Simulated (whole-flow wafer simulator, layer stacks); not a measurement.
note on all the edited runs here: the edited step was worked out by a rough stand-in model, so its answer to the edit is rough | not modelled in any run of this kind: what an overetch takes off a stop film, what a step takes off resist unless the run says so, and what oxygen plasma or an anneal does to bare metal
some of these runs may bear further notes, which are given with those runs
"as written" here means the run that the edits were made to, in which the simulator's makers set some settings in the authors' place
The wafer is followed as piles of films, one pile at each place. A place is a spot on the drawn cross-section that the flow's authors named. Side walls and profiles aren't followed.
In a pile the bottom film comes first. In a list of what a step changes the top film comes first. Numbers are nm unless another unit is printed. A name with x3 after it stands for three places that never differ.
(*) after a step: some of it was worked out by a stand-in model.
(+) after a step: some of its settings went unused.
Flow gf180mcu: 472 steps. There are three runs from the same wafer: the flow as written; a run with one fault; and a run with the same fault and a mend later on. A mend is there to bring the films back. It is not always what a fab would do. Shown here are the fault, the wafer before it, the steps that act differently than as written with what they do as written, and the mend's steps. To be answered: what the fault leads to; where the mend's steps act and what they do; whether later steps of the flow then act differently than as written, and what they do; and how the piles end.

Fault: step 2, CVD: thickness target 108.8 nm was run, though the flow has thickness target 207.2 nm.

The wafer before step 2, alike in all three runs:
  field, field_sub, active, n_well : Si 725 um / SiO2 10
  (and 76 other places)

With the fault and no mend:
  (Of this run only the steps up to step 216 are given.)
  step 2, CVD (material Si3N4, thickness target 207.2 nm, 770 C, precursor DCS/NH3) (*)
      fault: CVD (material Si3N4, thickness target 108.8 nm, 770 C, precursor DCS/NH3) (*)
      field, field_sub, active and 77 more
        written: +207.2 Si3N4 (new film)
        fault: +108.8 Si3N4 (new film)
  Steps further on in the flow that do not act as written (not shown: 8 more steps that differ only slightly, by at most 2% or 0.5 nm, whichever is larger):
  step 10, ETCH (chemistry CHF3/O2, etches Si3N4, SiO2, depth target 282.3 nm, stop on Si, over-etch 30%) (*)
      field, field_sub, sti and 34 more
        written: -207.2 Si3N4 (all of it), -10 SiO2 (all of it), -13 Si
        fault: -108.8 Si3N4 (all of it), -10 SiO2 (all of it), -32.7 Si
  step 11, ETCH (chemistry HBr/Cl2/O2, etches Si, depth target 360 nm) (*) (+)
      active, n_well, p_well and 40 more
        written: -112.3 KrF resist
        fault: -105.8 KrF resist
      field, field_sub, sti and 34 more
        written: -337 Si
        fault: -317.3 Si
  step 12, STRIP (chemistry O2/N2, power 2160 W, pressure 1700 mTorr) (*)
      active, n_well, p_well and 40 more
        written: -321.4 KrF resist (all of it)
        fault: -328 KrF resist (all of it)
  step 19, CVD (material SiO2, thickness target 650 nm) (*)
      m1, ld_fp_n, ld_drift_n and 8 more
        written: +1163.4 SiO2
        fault: +1065 SiO2
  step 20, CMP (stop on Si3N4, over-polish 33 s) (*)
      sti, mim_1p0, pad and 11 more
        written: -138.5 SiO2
        fault: -236.9 SiO2
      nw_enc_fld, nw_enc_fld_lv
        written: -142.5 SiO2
        fault: -240.9 SiO2
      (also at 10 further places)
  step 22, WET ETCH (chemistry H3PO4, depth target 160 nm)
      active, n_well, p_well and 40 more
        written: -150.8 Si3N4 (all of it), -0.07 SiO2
        fault: -52.4 Si3N4 (all of it), -0.84 SiO2
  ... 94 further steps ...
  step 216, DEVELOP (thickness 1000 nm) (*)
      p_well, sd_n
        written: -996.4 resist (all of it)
        fault: -901 resist (all of it)
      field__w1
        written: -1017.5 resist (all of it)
        fault: -1064.8 resist (all of it)
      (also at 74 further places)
  The piles after step 216 differ from the flow's at field, field__w1, field__w2 and 68 more by more than 2% or 0.5 nm, whichever is larger.
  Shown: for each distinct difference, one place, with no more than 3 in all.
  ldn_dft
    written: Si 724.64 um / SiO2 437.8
    fault: Si 724.63 um / SiO2 293.4 / Si3N4 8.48 / SiO2 50
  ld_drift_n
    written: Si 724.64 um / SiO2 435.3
    fault: Si 724.63 um / SiO2 291.7 / Si3N4 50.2 / SiO2 30.2
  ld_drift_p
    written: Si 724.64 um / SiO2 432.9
    fault: Si 724.63 um / SiO2 291.8 / Si3N4 50 / SiO2 30.2

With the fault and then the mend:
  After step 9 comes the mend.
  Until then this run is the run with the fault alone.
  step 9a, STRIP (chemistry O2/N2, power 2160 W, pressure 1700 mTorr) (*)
      active, n_well, p_well and 40 more
        -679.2 KrF resist (all of it)
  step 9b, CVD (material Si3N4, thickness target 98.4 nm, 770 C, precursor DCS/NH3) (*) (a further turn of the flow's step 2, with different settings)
      field, field_sub, active and 77 more
        +98.4 Si3N4
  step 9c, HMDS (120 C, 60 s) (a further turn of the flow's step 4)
      leaves every film unchanged at each place that is followed
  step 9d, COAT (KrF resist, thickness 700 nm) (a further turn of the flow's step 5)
      field, field_sub, active and 77 more
        +700 KrF resist (new film)
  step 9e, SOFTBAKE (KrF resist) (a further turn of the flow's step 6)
      leaves every film unchanged at each place that is followed
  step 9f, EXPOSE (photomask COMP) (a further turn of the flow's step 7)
      leaves every film unchanged at each place that is followed
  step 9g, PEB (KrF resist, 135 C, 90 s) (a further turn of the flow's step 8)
      field, field_sub, active and 77 more
        -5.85 KrF resist
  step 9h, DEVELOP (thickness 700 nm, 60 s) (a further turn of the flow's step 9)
      active, n_well, p_well and 40 more
        -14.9 KrF resist
      field, field_sub, sti and 34 more
        -694.2 KrF resist (all of it)
  Every later step of the flow that is run acts as written, at every place that is followed, to within 2% or 0.5 nm, whichever is larger.
  At every place that both follow, the piles at the end match the flow's.
